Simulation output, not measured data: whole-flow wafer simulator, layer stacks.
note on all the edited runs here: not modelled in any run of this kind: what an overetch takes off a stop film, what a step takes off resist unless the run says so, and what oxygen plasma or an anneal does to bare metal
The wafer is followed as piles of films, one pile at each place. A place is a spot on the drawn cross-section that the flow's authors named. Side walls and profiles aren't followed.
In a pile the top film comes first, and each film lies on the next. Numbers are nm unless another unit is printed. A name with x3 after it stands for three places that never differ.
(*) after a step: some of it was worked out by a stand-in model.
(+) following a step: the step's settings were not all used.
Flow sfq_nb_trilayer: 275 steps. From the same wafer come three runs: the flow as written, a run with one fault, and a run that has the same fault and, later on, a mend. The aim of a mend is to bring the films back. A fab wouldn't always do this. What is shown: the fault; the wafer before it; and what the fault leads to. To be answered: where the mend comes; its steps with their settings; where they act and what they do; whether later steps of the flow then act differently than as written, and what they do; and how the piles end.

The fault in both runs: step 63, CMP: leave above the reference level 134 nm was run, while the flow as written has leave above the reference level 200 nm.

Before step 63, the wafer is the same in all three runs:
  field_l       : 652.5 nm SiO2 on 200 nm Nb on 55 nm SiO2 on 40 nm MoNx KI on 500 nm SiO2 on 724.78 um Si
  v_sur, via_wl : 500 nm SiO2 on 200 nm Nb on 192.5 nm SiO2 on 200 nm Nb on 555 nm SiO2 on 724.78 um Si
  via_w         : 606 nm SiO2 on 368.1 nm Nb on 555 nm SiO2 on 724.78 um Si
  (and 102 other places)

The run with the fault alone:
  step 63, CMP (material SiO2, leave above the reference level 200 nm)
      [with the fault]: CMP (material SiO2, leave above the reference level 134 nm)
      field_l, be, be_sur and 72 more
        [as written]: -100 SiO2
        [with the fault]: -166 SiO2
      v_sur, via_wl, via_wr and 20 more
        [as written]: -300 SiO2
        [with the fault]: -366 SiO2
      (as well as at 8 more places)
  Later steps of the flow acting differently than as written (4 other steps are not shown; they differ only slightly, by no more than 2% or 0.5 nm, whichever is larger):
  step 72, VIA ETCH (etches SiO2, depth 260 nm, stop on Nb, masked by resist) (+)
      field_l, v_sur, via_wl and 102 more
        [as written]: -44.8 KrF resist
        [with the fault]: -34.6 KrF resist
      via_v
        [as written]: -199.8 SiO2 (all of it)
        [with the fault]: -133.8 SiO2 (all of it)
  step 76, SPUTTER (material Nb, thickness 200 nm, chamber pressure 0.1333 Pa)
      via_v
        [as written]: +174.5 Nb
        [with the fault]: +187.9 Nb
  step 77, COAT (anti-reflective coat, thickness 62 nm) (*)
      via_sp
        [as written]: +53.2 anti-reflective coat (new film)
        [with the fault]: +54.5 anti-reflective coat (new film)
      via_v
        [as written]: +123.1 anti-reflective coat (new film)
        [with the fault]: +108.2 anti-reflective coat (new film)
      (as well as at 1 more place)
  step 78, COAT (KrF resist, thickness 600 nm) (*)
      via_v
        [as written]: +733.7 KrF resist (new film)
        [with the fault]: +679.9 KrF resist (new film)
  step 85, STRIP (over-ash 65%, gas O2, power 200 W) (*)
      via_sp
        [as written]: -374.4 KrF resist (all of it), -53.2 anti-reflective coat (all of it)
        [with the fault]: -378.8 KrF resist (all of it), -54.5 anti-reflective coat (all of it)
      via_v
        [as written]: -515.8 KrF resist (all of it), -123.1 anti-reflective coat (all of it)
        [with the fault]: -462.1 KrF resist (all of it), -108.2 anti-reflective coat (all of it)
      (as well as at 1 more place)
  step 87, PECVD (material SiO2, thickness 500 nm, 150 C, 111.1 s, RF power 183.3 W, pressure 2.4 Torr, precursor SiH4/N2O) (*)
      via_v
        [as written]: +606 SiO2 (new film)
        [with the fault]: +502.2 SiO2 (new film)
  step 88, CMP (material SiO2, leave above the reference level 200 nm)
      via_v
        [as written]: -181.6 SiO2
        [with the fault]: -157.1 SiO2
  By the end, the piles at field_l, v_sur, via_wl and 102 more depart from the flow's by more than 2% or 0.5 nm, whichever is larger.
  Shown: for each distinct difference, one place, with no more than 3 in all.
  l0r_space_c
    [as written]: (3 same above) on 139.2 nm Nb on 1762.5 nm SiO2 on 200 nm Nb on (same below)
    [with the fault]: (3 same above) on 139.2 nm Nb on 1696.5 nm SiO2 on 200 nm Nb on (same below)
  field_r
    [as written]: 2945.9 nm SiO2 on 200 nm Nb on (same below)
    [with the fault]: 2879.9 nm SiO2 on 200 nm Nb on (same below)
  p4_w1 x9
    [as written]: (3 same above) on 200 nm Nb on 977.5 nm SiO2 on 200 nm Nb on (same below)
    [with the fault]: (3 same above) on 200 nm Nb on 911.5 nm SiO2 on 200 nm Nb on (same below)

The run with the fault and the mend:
  The mend stands after step 64.
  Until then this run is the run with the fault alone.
  step 64a, PECVD (material SiO2, thickness 66 nm, 150 C, 14.67 s, RF power 183.3 W, pressure 2.4 Torr, precursor SiH4/N2O) (the flow's step 62 again, with other settings)
      field_l, v_sur, via_wl and 103 more
        +66 SiO2
  Later steps of the flow that are run all act as written at every place that is followed, up to a difference of at most 2% or 0.5 nm, whichever is larger.
  At the end the piles are close to the flow's at the places that both follow, differing by at most 2% or 0.5 nm, whichever is larger.
